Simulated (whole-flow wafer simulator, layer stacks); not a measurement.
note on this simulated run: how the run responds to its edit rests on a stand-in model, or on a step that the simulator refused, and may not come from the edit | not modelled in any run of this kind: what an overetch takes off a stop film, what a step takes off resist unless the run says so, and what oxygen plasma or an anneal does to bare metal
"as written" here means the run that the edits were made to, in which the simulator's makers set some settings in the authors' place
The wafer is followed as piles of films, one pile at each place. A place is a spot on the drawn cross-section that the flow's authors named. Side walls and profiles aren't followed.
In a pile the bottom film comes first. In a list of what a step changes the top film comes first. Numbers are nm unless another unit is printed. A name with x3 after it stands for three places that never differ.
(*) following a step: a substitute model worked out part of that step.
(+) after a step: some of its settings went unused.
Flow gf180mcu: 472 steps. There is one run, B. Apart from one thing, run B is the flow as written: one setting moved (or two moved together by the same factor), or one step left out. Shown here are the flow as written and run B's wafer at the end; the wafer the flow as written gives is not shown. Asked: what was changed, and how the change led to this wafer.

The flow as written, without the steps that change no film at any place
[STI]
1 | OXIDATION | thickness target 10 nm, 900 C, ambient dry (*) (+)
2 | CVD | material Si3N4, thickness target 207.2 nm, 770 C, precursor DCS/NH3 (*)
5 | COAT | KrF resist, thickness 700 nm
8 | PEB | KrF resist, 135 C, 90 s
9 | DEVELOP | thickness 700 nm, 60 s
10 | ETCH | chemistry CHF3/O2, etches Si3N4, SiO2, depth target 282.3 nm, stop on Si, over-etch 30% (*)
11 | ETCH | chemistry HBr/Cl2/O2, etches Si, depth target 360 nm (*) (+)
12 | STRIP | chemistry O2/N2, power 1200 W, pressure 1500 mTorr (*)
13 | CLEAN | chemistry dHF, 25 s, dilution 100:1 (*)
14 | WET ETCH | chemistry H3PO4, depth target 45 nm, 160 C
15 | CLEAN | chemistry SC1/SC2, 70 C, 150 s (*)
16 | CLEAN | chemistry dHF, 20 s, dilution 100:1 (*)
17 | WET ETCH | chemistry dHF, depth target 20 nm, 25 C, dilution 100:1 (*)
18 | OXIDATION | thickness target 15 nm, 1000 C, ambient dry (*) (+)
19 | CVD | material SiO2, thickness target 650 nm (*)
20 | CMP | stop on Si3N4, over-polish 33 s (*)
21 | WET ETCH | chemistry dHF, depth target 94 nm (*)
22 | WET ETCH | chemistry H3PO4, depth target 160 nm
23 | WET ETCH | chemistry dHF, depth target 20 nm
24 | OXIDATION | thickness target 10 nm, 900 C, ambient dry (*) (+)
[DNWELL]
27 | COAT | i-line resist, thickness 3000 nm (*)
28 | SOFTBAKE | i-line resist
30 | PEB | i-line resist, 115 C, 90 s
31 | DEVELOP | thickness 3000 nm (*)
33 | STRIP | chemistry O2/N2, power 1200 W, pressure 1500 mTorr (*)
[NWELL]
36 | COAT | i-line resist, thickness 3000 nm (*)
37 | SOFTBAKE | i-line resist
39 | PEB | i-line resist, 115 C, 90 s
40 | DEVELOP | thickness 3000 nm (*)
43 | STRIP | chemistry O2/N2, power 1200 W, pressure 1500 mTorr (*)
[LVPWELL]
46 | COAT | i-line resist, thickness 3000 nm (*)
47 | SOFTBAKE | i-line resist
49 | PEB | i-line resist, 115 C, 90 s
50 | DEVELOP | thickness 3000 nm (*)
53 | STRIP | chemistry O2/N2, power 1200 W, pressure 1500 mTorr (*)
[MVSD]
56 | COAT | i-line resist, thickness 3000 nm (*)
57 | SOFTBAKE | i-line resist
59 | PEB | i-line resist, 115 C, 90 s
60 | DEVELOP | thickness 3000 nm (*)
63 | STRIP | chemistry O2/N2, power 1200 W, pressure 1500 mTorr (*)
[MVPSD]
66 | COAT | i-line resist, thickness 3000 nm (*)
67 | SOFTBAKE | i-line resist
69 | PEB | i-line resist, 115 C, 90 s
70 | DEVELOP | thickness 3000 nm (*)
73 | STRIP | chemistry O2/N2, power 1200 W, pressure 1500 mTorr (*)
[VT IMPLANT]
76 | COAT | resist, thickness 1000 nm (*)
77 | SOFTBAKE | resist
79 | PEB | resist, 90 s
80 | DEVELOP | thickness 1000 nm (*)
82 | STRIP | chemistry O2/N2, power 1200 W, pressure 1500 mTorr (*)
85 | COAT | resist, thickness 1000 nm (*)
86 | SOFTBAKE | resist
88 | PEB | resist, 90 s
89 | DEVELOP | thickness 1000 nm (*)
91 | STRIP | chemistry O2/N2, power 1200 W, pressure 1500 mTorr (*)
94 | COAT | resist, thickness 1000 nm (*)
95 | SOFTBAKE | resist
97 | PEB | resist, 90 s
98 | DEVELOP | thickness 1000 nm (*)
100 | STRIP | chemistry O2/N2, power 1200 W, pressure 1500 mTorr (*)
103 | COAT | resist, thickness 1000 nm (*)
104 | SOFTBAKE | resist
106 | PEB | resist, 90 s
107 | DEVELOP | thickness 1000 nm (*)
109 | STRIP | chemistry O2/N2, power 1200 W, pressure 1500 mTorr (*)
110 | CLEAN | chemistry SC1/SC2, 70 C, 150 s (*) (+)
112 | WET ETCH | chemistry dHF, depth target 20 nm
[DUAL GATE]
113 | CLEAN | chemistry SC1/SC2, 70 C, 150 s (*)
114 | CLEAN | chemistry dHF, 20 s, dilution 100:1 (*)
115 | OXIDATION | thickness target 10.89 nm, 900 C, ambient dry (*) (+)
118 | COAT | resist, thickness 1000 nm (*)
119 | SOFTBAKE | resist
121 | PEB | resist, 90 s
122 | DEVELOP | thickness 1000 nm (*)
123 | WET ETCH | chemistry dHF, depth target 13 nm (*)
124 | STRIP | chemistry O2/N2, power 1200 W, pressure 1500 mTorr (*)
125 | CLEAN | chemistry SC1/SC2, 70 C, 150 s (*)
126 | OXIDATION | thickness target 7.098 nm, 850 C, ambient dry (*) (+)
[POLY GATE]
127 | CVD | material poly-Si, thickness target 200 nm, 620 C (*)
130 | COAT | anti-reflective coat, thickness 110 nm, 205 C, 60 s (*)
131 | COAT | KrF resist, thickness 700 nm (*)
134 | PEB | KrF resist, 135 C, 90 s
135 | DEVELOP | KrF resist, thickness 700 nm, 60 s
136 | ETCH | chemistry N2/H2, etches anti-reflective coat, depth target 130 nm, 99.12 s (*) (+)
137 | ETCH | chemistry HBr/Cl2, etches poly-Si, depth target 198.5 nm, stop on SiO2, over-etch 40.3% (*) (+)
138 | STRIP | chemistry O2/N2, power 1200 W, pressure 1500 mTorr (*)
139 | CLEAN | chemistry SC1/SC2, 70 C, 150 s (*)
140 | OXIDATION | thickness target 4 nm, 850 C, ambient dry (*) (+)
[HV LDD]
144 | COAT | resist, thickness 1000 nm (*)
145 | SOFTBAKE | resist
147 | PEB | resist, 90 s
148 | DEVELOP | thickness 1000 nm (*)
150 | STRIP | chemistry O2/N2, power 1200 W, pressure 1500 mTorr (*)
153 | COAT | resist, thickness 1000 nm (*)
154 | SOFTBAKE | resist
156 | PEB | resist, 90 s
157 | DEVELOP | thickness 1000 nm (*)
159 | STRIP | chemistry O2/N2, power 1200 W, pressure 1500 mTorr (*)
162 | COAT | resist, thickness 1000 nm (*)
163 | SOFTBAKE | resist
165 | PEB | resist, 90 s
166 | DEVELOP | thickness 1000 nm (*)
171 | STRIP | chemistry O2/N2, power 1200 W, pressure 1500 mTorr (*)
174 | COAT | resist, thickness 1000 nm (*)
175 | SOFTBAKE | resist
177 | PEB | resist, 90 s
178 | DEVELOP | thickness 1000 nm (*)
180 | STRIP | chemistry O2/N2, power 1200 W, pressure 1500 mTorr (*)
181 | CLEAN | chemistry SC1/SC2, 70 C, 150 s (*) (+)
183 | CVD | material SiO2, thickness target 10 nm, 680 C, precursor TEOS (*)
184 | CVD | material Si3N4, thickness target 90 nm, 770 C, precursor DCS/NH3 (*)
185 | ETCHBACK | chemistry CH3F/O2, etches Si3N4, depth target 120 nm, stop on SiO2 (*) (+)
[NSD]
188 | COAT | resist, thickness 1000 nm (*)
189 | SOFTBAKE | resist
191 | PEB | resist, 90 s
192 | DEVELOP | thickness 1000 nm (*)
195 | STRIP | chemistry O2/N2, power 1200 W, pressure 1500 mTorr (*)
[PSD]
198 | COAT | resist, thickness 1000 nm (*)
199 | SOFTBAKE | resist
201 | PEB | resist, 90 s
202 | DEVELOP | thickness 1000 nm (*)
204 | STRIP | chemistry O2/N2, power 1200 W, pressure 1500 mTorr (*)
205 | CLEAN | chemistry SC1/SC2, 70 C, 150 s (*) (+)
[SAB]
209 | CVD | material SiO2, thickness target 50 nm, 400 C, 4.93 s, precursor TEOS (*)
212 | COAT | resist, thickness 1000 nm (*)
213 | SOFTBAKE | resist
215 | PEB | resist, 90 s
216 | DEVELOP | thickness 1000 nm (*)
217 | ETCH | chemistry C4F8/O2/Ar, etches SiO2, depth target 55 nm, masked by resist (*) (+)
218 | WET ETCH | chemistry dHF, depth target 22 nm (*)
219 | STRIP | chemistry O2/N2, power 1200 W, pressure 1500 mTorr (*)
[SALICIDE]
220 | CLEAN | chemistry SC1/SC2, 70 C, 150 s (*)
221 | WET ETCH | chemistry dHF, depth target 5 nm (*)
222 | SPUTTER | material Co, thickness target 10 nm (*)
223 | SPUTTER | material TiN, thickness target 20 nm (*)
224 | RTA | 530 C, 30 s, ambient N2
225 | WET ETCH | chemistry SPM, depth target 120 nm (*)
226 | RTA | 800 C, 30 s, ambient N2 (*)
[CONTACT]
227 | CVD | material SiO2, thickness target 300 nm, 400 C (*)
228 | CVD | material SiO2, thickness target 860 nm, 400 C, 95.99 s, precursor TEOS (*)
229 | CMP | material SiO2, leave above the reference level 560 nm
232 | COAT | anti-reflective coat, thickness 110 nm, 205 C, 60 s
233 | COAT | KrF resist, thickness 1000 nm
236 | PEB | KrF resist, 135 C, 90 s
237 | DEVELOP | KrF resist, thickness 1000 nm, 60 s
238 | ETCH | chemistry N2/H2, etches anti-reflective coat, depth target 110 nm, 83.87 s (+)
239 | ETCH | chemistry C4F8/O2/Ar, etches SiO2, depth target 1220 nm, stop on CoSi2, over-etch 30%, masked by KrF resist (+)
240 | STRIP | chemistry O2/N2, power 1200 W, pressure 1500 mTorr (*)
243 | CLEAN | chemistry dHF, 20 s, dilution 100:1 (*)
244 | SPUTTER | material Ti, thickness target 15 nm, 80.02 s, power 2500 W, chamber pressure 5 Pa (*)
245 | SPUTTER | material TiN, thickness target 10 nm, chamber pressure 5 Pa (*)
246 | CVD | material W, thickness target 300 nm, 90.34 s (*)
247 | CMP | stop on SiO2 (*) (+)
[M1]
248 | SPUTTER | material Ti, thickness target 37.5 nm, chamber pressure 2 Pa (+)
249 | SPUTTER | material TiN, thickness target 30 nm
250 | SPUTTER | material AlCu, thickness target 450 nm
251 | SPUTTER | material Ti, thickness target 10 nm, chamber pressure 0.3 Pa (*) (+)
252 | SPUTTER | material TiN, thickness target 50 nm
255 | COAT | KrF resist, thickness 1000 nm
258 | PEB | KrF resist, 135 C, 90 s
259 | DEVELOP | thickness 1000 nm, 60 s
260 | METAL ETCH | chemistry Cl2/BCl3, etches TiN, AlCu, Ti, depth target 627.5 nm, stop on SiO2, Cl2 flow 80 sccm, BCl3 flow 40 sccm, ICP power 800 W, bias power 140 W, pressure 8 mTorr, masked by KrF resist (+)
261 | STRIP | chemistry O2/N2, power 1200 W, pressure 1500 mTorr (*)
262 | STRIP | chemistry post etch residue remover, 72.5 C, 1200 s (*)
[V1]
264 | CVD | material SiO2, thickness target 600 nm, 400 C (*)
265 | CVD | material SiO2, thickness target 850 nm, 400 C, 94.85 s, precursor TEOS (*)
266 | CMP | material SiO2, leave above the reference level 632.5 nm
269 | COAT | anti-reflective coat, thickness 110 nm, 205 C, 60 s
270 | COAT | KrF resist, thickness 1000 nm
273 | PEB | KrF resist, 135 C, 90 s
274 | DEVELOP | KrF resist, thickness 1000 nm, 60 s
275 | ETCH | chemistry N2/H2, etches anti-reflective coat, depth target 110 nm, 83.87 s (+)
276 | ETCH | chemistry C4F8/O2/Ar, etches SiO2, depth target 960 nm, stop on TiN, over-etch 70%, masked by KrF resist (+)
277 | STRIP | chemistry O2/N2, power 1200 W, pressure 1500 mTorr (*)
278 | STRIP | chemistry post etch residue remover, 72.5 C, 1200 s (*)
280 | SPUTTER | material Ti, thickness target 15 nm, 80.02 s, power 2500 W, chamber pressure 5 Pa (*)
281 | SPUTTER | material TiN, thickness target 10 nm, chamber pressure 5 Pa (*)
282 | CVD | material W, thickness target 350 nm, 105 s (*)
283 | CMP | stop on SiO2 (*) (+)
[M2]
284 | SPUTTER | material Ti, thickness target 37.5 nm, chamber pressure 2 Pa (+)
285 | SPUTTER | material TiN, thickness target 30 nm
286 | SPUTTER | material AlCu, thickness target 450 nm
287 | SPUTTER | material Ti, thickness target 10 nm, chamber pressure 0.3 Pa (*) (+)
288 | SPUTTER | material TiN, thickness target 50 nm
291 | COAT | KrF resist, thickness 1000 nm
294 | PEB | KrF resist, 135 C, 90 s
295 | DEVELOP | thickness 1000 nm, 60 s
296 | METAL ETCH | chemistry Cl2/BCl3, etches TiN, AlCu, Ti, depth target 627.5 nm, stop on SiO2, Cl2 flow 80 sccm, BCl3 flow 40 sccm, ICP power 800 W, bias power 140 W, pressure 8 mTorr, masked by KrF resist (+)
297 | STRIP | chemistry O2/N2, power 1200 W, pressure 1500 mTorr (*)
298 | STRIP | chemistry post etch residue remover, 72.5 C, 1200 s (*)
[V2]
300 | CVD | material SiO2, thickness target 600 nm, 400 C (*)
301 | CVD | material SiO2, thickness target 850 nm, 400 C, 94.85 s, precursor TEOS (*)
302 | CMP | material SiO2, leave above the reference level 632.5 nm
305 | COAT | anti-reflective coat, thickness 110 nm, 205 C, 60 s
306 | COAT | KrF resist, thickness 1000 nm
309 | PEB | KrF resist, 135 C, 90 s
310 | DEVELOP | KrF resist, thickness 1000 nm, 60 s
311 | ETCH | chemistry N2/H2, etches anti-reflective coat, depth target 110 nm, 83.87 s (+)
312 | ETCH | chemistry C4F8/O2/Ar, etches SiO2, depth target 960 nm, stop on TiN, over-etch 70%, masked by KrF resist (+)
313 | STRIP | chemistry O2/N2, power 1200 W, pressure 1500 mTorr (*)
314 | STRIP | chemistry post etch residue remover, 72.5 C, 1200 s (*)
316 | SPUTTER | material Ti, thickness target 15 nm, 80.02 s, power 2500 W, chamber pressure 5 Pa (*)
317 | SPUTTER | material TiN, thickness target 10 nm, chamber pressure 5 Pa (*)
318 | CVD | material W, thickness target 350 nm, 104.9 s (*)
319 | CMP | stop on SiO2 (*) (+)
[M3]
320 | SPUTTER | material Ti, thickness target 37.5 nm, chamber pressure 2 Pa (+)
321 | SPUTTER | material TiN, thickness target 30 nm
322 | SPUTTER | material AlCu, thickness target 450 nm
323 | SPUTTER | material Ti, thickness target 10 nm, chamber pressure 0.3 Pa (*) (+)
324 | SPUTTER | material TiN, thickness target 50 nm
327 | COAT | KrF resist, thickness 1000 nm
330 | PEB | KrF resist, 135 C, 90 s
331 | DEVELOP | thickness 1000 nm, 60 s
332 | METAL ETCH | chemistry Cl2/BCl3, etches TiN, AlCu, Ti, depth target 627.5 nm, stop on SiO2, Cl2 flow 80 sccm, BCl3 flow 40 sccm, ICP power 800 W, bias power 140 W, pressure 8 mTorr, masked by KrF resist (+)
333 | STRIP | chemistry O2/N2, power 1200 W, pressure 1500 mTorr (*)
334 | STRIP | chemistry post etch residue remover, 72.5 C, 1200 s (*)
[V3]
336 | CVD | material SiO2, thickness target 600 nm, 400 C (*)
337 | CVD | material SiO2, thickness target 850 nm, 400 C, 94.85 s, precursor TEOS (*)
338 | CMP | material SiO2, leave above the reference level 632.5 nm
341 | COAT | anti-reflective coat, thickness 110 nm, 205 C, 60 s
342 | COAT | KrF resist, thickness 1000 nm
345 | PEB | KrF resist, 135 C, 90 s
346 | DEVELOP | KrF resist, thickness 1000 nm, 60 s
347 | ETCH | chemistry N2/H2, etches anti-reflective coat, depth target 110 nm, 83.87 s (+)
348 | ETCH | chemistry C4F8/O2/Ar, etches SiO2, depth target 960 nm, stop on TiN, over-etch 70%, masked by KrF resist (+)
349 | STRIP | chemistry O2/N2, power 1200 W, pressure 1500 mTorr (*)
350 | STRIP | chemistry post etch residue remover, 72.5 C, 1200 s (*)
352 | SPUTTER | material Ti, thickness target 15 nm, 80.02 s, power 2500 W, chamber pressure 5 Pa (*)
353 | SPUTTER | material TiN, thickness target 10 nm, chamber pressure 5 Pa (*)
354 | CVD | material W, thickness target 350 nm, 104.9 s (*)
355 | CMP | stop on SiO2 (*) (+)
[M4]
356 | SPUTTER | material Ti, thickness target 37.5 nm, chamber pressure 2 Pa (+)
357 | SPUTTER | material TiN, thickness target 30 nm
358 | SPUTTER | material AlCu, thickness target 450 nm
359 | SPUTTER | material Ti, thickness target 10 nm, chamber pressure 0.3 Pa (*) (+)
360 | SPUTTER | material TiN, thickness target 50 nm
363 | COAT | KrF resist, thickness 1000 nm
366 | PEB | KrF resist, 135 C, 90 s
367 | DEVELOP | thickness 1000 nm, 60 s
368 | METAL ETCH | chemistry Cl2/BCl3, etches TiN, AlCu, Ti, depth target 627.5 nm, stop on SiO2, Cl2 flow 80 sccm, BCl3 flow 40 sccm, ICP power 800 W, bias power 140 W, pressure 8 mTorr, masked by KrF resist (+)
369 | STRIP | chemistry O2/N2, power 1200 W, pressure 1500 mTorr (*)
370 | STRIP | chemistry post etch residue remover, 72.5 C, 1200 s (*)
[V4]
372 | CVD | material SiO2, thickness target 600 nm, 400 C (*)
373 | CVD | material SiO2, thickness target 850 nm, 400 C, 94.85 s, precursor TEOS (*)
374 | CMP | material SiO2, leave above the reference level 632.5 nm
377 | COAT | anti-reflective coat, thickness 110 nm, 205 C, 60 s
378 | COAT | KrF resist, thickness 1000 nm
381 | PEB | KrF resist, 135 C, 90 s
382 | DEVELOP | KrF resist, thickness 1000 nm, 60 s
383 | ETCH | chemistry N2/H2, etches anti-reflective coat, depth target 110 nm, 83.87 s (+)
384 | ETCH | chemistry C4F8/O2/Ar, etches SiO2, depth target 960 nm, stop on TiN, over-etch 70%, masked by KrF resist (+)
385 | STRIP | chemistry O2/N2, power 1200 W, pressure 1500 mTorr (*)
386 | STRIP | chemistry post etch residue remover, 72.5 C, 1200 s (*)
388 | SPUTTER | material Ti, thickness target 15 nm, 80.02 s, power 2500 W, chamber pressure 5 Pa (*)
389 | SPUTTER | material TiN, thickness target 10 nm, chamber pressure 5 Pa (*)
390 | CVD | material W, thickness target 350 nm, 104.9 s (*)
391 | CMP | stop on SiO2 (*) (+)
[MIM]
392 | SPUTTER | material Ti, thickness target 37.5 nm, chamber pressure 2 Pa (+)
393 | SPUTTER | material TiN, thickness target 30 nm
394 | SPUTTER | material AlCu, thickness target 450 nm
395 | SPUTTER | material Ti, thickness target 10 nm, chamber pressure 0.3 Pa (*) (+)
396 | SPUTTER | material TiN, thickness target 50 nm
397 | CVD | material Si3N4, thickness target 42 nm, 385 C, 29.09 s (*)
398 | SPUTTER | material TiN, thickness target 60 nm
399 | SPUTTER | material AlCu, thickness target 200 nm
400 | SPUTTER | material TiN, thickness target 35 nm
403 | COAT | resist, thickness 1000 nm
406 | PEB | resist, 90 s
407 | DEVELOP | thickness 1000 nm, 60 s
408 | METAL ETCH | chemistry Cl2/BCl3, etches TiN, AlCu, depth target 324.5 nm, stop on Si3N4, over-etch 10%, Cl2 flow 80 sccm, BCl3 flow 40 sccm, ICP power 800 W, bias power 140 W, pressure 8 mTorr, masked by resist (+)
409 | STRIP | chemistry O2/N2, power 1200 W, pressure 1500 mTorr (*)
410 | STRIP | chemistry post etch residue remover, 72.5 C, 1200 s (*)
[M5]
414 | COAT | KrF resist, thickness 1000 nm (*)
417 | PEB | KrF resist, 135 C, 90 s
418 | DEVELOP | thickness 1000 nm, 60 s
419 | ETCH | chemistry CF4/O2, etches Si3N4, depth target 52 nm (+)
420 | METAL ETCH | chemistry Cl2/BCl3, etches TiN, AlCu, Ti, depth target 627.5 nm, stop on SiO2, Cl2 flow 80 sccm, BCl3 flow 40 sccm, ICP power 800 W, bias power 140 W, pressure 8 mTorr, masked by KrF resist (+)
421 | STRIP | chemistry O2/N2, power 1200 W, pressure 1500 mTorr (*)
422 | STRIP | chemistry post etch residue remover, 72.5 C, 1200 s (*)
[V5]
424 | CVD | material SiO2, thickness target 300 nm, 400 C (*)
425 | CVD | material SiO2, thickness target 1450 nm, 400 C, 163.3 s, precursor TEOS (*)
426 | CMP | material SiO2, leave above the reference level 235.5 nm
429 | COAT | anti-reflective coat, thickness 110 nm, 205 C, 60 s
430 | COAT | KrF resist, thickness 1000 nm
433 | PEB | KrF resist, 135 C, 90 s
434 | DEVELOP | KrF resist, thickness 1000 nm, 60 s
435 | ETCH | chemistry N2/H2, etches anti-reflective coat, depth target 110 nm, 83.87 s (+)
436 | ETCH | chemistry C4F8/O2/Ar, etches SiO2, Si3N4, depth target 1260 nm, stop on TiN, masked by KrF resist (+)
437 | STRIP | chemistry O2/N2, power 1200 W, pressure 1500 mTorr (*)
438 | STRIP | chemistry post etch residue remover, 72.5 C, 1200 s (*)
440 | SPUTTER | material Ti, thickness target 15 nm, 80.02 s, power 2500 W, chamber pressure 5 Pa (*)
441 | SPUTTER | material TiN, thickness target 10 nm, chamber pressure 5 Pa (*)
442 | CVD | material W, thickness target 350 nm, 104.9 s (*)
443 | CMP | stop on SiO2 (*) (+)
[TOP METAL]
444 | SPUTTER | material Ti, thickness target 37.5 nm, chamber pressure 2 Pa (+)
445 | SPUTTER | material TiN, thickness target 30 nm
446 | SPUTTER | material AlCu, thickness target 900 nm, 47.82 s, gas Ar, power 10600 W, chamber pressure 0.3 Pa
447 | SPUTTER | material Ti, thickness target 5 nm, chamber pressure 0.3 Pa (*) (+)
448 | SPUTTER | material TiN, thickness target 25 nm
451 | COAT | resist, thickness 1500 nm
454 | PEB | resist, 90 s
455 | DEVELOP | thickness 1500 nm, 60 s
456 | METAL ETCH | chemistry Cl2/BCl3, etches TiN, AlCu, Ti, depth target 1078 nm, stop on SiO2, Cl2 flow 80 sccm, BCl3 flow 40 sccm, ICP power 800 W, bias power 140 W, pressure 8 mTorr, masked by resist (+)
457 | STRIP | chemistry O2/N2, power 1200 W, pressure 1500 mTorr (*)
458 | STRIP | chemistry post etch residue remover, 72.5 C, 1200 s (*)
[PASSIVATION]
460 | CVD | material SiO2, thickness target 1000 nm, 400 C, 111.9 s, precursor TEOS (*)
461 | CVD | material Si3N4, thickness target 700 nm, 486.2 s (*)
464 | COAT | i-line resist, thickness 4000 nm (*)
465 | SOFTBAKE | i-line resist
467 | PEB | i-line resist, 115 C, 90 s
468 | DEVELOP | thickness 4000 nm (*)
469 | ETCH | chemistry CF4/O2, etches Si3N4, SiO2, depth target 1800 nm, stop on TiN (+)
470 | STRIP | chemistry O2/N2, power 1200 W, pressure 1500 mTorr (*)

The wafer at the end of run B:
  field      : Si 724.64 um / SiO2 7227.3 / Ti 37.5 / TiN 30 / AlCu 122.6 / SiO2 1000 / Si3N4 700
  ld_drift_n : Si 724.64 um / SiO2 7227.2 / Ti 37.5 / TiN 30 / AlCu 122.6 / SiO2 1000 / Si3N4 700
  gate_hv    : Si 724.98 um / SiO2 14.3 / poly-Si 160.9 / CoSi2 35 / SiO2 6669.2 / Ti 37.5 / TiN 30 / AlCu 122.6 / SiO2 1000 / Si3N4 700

The reason: step 446, SPUTTER: 62.17 s was run, whereas the flow has 47.82 s.

The path from the change to this, step by step:
  446 | SPUTTER | material AlCu, thickness target 900 nm, 47.82 s, gas Ar, power 10600 W, chamber pressure 0.3 Pa
      field, field__w1, field__w2 and 109 more: +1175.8 AlCu (new film) (in the flow as written it would be: +900 AlCu (new film))
  456 | METAL ETCH | chemistry Cl2/BCl3, etches TiN, AlCu, Ti, depth target 1078 nm, stop on SiO2, Cl2 flow 80 sccm, BCl3 flow 40 sccm, ICP power 800 W, bias power 140 W, pressure 8 mTorr, masked by resist (+)
      field, field__w1, field__w2 and 103 more: -25 TiN (all of it), -5 Ti (all of it), -1047.5 AlCu (in the flow as written it would be: -25 TiN (all of it), -5 Ti (all of it), -900 AlCu (all of it), -30 TiN (all of it), -37.5 Ti (all of it))
  458 | STRIP | chemistry post etch residue remover, 72.5 C, 1200 s (*)
      field, field__w1, field__w2 and 103 more: -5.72 AlCu (in the flow as written it would be: nothing)
  460 | CVD | material SiO2, thickness target 1000 nm, 400 C, 111.9 s, precursor TEOS (*)
      field, field__w1, field__w2 and 103 more: +1000 SiO2 (new film) (in the flow as written it would be: +1000 SiO2)
  464 | COAT | i-line resist, thickness 4000 nm (*)
      field__w8: +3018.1 i-line resist (new film) (in the flow as written it would be: +3093.1 i-line resist (new film))
      contact: +3059.2 i-line resist (new film) (in the flow as written it would be: +3153.6 i-line resist (new film))
      (also at 4 further places)
  465 | SOFTBAKE | i-line resist
      field__w5, field__w9: +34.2 i-line resist (in the flow as written it would be: +37.3 i-line resist)
      field__w11, field__w13: +35.5 i-line resist (in the flow as written it would be: +37.9 i-line resist)
      (also at 56 further places)
  467 | PEB | i-line resist, 115 C, 90 s
      field__w8, m1__w1: -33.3 i-line resist (in the flow as written it would be: -34.7 i-line resist)
      contact, m1: -33.6 i-line resist (in the flow as written it would be: -35.1 i-line resist)
      (also at 2 further places)
  468 | DEVELOP | thickness 4000 nm (*)
      pad: -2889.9 i-line resist (all of it) (in the flow as written it would be: -2974.8 i-line resist (all of it))
  470 | STRIP | chemistry O2/N2, power 1200 W, pressure 1500 mTorr (*)
      field__w8, m1__w1: -1705.3 i-line resist (all of it) (in the flow as written it would be: -1787.7 i-line resist (all of it))
      contact: -1722 i-line resist (all of it) (in the flow as written it would be: -1811.2 i-line resist (all of it))
      (also at 2 further places)
If metal films that touch count as one body, field has 1 body; the flow as written gives 0 bodies.
If metal films that touch count as one body, ld_drift_n has 1 body; the flow as written gives 0 bodies.
If metal films that touch count as one body, gate_hv has 2 bodies (between them, from the top down: SiO2 6669.2); the flow as written gives 1 body.
